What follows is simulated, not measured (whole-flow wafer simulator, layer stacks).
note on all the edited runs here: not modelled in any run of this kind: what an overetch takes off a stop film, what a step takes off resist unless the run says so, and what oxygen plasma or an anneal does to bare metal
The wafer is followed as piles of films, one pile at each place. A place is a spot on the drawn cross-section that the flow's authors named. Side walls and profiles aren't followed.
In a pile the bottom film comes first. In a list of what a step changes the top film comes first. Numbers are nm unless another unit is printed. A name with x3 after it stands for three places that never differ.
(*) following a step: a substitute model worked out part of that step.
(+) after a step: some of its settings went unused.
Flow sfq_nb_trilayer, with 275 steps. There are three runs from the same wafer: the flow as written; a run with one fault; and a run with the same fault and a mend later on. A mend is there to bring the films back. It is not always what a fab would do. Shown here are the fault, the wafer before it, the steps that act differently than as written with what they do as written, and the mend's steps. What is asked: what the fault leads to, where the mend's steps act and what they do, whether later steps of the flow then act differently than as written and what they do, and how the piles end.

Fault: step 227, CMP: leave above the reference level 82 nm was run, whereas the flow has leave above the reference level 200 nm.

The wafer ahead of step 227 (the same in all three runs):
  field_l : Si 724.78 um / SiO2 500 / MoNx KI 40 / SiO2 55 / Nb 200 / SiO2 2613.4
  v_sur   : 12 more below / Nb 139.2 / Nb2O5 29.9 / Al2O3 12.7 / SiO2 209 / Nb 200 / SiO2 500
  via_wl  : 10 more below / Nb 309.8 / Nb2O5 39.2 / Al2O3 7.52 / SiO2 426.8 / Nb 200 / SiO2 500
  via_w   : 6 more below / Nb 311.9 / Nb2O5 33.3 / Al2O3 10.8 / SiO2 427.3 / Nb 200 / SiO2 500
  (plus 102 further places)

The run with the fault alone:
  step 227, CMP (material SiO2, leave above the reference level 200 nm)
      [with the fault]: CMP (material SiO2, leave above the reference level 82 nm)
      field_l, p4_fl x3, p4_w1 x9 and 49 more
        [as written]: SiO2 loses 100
        [with the fault]: SiO2 loses 218
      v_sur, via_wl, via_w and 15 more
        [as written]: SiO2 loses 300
        [with the fault]: SiO2 loses 418
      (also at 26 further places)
  Steps further on in the flow that do not act as written (3 more steps, not shown, differ only slightly: by at most 2% or 0.5 nm, whichever is larger):
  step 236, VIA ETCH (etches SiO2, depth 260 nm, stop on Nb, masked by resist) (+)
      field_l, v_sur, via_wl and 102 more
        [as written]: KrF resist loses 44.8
        [with the fault]: KrF resist loses 21.2
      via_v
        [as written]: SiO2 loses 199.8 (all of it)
        [with the fault]: SiO2 loses 81.8 (all of it)
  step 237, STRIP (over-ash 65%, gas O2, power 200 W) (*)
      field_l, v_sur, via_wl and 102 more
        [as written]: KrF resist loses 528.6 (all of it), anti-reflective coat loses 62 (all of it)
        [with the fault]: KrF resist loses 552.3 (all of it), anti-reflective coat loses 62 (all of it)
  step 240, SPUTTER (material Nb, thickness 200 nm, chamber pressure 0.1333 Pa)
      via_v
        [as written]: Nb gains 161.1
        [with the fault]: Nb gains 190
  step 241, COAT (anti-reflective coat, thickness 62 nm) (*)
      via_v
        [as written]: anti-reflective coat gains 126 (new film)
        [with the fault]: anti-reflective coat gains 97.6 (new film)
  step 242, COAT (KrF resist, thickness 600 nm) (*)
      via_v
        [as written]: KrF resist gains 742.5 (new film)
        [with the fault]: KrF resist gains 643.1 (new film)
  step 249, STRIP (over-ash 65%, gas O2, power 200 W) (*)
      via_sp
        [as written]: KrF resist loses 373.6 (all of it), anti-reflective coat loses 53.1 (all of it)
        [with the fault]: KrF resist loses 382.6 (all of it), anti-reflective coat loses 54.1 (all of it)
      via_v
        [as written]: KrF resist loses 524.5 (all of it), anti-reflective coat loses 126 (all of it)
        [with the fault]: KrF resist loses 425.3 (all of it), anti-reflective coat loses 97.6 (all of it)
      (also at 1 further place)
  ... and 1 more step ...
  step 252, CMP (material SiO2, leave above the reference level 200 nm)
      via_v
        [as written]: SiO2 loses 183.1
        [with the fault]: SiO2 loses 209.1
  The piles end different from the flow's at field_l, v_sur, via_wl and 103 more by more than 2% or 0.5 nm, whichever is larger.
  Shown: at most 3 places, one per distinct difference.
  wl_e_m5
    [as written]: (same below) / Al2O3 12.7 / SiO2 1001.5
    [with the fault]: (same below) / Al2O3 12.7 / SiO2 883.5
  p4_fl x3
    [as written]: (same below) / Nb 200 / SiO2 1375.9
    [with the fault]: (same below) / Nb 200 / SiO2 1257.9
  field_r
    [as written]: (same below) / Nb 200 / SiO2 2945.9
    [with the fault]: (same below) / Nb 200 / SiO2 2827.9

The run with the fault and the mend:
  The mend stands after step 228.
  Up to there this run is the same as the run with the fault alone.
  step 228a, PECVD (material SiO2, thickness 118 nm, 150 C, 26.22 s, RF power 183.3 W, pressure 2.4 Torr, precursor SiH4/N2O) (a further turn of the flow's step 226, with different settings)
      field_l, v_sur, via_wl and 103 more
        SiO2 gains 118
  Every later step of the flow that is run acts as written at every place that is followed.
  At every place that both follow, the piles at the end match the flow's.
